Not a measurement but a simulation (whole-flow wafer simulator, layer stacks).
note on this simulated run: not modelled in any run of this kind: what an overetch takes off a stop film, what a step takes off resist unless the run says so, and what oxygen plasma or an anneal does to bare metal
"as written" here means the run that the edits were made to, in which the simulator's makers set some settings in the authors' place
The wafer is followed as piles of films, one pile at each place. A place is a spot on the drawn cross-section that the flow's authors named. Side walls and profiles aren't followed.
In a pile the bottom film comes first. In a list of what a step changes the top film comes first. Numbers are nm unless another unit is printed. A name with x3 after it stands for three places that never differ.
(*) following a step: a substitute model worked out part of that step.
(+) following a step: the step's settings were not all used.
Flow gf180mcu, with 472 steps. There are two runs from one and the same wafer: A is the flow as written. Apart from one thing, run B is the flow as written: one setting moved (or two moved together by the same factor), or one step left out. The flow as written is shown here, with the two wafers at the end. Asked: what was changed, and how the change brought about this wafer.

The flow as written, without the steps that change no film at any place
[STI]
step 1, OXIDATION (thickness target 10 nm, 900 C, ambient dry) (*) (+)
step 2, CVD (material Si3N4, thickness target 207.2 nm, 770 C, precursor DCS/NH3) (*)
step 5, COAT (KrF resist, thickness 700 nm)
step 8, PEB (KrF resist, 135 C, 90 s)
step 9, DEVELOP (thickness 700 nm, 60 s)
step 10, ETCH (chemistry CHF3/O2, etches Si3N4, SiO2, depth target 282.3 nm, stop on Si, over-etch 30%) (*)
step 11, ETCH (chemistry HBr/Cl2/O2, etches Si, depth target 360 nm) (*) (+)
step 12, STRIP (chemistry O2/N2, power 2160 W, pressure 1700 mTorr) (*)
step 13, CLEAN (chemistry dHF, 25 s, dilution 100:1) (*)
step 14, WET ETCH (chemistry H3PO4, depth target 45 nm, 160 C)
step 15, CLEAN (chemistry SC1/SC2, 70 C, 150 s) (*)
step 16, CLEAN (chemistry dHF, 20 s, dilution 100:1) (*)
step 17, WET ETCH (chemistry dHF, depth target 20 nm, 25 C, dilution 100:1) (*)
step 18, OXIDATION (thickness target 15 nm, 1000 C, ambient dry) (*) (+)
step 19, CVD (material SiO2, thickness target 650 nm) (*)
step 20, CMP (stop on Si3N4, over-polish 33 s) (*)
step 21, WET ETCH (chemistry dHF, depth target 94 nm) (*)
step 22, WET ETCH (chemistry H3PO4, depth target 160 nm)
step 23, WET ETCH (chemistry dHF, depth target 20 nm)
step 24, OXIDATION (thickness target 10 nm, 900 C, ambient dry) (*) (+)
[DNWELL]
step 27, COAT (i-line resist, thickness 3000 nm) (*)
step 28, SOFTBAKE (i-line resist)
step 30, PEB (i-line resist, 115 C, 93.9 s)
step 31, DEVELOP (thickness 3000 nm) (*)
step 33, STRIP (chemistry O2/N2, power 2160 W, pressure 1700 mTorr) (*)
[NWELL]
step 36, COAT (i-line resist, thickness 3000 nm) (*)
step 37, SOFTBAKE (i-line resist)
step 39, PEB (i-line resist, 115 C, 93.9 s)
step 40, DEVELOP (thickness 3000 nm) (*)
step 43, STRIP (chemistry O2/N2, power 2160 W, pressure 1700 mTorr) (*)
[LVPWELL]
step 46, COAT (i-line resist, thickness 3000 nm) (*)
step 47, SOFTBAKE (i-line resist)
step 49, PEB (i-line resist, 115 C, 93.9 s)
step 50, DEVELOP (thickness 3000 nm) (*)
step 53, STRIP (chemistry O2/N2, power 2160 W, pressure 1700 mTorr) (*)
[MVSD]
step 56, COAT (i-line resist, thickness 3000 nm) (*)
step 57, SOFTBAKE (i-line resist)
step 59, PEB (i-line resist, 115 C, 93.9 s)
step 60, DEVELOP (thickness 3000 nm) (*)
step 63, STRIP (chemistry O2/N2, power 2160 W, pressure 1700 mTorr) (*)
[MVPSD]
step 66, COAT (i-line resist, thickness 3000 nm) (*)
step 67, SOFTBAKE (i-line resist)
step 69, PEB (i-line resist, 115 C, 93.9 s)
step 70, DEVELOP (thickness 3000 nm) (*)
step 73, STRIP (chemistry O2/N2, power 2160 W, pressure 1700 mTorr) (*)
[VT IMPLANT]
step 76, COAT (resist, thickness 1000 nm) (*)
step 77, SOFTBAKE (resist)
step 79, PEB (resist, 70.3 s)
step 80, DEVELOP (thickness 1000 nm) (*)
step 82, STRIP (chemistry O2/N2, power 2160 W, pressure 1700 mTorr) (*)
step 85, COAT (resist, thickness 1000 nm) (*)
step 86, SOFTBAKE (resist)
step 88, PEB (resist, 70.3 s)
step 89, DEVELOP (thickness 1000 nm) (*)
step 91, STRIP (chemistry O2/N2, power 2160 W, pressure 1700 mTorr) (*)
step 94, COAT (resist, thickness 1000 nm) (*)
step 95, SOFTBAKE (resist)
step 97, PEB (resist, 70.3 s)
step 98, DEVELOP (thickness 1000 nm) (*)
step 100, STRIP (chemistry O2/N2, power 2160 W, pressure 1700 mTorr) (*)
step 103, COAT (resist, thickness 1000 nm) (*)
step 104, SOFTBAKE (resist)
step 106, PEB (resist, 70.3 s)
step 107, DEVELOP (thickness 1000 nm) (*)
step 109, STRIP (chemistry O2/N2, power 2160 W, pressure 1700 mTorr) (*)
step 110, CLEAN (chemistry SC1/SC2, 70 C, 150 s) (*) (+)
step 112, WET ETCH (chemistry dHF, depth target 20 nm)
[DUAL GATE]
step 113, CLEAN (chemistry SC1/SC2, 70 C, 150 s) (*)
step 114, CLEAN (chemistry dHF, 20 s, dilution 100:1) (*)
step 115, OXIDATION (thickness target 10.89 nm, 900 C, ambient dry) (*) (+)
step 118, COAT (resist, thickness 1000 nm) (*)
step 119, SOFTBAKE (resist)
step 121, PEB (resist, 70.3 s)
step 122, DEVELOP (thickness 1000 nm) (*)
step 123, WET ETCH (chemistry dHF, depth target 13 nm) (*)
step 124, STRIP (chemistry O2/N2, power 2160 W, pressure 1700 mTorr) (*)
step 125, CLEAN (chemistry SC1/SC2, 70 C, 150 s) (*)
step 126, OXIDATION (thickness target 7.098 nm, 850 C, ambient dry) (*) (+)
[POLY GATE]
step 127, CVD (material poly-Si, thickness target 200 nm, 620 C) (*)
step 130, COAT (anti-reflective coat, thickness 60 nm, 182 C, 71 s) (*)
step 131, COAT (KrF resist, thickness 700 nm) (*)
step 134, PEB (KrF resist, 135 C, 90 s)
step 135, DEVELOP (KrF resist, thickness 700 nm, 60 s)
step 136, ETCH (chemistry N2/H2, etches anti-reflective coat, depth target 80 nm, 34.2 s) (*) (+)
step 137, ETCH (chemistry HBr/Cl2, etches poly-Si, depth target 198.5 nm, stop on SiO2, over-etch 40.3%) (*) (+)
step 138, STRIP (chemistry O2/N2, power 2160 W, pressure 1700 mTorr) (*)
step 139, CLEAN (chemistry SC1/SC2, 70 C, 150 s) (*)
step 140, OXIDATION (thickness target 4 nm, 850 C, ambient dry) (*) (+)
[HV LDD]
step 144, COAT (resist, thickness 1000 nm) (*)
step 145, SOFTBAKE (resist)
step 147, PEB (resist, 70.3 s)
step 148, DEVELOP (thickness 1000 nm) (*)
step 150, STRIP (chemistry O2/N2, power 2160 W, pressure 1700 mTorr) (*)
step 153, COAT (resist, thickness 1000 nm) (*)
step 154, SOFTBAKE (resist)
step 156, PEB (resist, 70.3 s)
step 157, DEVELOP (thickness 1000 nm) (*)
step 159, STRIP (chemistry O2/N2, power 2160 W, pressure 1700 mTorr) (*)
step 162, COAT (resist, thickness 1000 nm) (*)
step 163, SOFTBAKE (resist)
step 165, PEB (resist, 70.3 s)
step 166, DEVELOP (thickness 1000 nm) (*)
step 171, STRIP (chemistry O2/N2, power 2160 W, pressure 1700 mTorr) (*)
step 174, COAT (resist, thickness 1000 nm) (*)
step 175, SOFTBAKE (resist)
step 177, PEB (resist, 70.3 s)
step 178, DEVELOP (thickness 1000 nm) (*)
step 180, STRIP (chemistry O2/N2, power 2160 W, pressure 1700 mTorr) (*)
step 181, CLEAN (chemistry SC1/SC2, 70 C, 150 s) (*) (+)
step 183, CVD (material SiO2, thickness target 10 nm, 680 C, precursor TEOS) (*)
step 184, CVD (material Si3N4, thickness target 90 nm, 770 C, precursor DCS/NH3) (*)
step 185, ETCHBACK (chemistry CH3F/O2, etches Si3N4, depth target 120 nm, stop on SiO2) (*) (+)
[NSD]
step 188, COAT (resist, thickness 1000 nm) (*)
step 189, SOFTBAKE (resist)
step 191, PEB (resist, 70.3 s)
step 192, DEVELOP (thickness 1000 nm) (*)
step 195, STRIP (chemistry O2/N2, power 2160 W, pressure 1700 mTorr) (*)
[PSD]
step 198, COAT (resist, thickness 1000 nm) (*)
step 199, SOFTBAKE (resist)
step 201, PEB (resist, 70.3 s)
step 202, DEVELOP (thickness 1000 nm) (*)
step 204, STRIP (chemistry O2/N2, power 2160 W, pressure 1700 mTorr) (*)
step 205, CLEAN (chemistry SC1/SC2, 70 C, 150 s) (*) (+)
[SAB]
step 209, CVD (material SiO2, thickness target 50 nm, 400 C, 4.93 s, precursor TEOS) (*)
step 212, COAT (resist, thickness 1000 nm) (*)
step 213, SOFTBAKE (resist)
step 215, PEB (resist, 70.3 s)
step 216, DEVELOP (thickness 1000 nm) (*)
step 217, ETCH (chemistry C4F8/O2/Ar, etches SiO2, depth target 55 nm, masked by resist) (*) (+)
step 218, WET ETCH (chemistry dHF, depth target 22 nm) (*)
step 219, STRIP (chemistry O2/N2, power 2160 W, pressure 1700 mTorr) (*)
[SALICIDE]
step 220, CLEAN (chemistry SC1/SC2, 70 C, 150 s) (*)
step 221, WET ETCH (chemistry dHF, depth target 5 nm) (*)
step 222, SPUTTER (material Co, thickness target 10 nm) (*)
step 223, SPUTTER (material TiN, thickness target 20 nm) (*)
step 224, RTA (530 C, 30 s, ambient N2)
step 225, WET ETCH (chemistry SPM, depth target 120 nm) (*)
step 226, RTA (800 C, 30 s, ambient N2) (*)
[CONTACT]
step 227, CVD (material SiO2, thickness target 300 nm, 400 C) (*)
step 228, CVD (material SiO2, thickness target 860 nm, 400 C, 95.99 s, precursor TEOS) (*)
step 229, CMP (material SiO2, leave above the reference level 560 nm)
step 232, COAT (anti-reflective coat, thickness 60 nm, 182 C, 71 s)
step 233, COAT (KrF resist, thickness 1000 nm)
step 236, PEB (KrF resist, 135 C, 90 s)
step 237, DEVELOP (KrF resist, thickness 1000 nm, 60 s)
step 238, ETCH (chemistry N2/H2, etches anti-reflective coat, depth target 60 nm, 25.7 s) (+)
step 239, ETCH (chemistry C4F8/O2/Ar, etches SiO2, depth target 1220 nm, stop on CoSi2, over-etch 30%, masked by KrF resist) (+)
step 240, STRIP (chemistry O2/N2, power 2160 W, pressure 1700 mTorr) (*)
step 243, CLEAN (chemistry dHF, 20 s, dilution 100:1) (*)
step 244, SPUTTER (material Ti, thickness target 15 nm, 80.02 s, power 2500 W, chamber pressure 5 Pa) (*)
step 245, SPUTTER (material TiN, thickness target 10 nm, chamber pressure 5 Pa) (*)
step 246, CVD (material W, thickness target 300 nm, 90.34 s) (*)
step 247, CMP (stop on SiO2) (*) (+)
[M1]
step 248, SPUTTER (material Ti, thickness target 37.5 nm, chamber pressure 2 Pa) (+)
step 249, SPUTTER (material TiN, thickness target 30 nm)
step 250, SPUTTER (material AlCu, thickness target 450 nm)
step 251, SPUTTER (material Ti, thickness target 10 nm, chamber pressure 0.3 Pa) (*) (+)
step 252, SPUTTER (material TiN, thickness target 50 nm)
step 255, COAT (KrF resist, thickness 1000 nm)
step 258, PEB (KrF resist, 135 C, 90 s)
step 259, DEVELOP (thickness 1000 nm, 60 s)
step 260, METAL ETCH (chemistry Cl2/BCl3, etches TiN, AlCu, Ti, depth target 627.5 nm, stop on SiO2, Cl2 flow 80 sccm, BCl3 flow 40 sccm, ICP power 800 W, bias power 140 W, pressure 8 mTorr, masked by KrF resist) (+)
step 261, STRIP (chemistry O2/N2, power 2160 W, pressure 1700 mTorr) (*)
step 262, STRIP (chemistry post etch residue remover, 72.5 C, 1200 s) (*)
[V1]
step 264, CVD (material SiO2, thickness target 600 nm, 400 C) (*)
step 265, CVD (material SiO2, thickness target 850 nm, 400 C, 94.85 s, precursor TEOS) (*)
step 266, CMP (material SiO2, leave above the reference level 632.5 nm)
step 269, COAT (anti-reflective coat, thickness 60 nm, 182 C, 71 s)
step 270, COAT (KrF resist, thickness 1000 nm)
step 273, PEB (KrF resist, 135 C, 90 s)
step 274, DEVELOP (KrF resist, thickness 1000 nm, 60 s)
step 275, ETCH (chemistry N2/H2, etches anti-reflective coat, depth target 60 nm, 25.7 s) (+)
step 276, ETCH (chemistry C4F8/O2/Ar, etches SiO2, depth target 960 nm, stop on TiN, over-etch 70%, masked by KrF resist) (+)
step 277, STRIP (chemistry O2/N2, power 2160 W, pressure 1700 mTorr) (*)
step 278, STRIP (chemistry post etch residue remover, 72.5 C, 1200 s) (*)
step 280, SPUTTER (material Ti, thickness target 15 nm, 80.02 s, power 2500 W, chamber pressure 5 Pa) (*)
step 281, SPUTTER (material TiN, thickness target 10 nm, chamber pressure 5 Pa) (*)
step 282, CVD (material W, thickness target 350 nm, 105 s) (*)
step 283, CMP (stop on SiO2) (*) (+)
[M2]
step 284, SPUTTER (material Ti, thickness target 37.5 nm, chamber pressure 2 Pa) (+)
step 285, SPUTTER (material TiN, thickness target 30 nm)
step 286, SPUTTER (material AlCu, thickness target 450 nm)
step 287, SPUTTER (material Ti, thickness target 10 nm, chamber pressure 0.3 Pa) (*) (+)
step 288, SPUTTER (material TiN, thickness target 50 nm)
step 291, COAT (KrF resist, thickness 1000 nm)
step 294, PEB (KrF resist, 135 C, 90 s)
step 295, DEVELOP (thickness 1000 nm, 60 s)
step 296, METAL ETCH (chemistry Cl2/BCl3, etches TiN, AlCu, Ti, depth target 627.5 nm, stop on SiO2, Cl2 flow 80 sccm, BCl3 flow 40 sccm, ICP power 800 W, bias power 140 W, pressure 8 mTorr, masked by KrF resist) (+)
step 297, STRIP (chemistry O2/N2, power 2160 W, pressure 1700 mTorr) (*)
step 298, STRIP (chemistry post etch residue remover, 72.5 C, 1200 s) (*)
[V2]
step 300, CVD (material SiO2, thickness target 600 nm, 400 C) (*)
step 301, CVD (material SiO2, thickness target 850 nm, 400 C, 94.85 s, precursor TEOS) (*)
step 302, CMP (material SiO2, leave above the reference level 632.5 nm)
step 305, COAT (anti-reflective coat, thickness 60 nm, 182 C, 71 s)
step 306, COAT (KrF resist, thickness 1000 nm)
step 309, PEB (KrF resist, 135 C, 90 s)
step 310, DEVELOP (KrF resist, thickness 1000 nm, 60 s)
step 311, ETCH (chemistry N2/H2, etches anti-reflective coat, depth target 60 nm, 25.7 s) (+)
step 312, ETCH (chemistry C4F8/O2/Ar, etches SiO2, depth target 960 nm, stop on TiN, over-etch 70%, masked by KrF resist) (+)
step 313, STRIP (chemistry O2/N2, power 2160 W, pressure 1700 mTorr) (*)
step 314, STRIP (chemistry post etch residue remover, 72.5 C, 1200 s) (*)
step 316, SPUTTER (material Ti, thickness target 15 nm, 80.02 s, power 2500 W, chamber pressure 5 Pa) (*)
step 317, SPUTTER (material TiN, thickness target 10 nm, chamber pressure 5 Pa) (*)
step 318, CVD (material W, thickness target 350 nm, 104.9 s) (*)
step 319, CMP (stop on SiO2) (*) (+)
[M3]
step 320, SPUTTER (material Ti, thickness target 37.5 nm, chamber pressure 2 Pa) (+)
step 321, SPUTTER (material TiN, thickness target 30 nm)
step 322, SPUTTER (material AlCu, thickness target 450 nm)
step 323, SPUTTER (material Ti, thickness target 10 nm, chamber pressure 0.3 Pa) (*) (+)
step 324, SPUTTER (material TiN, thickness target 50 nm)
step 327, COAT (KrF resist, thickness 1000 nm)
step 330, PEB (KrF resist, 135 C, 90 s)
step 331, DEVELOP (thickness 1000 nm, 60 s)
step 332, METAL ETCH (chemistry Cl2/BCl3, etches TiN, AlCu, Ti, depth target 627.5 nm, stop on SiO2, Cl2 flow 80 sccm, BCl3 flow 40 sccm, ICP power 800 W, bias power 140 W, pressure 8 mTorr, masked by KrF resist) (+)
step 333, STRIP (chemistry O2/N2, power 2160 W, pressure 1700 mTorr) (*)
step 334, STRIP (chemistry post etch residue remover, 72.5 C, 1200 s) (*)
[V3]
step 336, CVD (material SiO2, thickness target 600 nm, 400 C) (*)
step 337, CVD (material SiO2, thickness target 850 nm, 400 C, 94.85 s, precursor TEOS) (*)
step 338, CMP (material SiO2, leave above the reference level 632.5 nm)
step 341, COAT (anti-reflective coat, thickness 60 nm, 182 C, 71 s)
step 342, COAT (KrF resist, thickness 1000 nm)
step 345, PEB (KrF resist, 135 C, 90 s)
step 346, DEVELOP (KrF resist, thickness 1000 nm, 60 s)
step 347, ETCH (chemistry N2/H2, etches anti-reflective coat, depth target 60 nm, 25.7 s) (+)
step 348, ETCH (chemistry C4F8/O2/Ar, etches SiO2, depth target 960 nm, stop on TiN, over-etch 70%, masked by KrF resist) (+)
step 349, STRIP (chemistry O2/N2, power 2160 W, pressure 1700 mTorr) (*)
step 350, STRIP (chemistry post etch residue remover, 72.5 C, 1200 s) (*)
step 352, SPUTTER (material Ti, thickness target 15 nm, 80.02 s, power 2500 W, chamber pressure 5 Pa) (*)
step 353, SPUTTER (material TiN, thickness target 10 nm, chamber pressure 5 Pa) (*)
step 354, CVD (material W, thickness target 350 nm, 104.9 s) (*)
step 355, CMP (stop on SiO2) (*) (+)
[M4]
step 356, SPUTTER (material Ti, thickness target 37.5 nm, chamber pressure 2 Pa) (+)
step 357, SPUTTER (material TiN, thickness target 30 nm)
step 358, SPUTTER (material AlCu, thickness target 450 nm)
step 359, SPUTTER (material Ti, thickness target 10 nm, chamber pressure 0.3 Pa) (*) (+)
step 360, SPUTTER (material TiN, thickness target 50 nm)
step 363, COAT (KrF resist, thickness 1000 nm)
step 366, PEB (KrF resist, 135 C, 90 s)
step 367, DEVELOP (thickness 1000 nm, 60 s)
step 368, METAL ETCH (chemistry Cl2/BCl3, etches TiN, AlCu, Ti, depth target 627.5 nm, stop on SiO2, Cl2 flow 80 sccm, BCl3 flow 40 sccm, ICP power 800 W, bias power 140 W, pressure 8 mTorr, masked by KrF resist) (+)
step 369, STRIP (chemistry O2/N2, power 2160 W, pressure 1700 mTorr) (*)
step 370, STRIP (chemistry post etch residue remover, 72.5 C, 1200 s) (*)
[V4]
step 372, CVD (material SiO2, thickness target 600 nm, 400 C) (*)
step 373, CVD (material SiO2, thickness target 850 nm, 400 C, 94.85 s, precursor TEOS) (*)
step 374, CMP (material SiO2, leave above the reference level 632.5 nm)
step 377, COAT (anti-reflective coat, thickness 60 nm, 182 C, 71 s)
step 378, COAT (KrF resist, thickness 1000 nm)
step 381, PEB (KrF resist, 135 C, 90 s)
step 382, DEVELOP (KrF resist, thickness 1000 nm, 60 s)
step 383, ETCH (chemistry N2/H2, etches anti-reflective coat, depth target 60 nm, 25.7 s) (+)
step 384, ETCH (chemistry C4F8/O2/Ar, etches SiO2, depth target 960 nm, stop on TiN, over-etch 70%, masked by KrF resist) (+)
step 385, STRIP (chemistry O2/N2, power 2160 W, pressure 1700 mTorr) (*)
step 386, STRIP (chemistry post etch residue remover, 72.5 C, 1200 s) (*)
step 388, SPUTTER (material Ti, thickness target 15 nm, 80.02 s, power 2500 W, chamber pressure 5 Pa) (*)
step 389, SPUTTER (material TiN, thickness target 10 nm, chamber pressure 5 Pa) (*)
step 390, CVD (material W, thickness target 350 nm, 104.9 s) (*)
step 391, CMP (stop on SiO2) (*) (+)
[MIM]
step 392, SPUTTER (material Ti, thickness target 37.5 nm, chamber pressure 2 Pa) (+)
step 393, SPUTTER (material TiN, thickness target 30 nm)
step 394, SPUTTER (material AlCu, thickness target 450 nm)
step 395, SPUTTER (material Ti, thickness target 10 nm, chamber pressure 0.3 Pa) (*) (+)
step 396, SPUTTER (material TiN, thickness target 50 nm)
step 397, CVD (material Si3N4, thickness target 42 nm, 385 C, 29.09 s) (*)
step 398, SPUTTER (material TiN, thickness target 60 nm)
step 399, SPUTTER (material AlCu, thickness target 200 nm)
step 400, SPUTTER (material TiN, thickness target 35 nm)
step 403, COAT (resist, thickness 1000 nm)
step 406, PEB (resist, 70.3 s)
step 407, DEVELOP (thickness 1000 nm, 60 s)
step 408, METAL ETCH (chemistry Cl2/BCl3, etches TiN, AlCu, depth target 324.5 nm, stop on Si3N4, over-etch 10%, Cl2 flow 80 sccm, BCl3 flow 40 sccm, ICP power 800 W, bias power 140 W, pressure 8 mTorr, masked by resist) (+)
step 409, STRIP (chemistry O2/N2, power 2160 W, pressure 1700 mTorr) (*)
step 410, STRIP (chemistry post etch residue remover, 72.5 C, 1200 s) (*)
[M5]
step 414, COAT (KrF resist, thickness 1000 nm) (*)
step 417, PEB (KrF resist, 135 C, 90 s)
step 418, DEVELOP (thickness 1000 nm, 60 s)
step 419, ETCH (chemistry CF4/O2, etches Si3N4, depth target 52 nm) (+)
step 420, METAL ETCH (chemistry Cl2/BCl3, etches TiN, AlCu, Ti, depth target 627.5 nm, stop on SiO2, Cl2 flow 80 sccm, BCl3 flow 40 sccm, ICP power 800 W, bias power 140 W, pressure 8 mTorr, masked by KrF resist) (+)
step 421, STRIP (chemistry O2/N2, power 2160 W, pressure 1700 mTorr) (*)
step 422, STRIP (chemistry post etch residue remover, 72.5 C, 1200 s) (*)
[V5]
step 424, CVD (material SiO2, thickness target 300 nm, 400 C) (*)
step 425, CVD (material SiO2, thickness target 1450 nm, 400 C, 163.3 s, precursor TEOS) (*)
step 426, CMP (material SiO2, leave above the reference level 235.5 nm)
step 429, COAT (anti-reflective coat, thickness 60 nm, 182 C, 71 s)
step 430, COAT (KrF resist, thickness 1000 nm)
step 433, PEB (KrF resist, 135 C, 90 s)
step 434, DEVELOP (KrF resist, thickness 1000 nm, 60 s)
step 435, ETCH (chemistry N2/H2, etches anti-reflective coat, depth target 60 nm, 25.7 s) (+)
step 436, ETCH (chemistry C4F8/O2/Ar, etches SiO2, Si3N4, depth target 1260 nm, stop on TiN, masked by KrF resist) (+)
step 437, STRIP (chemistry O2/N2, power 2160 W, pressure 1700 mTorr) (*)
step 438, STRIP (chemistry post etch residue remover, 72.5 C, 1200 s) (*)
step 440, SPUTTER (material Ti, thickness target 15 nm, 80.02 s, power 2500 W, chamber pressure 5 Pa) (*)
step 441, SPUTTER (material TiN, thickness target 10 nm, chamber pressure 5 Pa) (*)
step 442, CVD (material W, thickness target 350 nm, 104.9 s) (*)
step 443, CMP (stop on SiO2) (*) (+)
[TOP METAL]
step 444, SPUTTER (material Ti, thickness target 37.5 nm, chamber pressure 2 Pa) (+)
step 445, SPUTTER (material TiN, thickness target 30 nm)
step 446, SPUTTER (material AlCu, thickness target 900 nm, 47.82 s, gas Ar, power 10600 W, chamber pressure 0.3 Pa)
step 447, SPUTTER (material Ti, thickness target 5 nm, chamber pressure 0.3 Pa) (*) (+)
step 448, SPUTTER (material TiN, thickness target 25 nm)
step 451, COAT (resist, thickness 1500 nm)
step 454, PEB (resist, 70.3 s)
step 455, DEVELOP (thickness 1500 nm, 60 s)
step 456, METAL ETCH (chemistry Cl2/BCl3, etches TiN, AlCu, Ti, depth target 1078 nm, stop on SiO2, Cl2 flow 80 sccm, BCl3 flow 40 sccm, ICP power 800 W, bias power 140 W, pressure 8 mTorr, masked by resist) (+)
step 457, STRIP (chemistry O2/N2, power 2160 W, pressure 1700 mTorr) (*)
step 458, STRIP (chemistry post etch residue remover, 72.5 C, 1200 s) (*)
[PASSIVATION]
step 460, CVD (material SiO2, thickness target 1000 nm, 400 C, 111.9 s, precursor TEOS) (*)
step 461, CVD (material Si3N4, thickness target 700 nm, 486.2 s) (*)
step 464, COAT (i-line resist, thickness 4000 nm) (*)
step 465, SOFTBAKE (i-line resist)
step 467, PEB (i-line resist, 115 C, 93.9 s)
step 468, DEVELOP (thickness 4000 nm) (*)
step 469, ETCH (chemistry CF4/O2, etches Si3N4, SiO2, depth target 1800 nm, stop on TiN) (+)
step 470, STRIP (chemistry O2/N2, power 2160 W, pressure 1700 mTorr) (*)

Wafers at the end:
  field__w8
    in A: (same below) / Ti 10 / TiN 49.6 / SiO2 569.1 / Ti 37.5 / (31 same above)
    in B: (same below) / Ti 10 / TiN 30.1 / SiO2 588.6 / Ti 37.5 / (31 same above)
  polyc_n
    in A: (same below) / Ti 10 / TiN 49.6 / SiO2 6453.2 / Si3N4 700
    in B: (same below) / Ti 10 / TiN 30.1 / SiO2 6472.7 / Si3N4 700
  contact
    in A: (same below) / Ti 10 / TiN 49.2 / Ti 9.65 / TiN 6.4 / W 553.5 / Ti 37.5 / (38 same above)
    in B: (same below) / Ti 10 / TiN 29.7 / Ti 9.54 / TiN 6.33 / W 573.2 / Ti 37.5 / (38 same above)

What caused this: step 252, SPUTTER: thickness target 30.5 nm was run, whereas the flow has thickness target 50 nm.

The path from the change to this, step by step:
  step 252, SPUTTER (material TiN, thickness target 50 nm)
      field, field__w1, field__w2 and 108 more: A TiN gains 50 (new film) | B TiN gains 30.5 (new film)
  step 260, METAL ETCH (chemistry Cl2/BCl3, etches TiN, AlCu, Ti, depth target 627.5 nm, stop on SiO2, Cl2 flow 80 sccm, BCl3 flow 40 sccm, ICP power 800 W, bias power 140 W, pressure 8 mTorr, masked by KrF resist) (+)
      field, field__w1, field__w2 and 99 more: A TiN loses 50 (all of it), Ti loses 10 (all of it), AlCu loses 450 (all of it), TiN loses 30 (all of it), Ti loses 37.5 (all of it) | B TiN loses 30.5 (all of it), Ti loses 10 (all of it), AlCu loses 450 (all of it), TiN loses 30 (all of it), Ti loses 37.5 (all of it)
  step 266, CMP (material SiO2, leave above the reference level 632.5 nm)
      field__w8, contact, m1 and 6 more: A SiO2 loses 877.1 | B SiO2 loses 857.6
  step 276, ETCH (chemistry C4F8/O2/Ar, etches SiO2, depth target 960 nm, stop on TiN, over-etch 70%, masked by KrF resist) (+)
      contact: A SiO2 loses 572.5 (all of it) | B SiO2 loses 592 (all of it)
  step 282, CVD (material W, thickness target 350 nm, 105 s) (*)
      contact: A W gains 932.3 (new film) | B W gains 952 (new film)
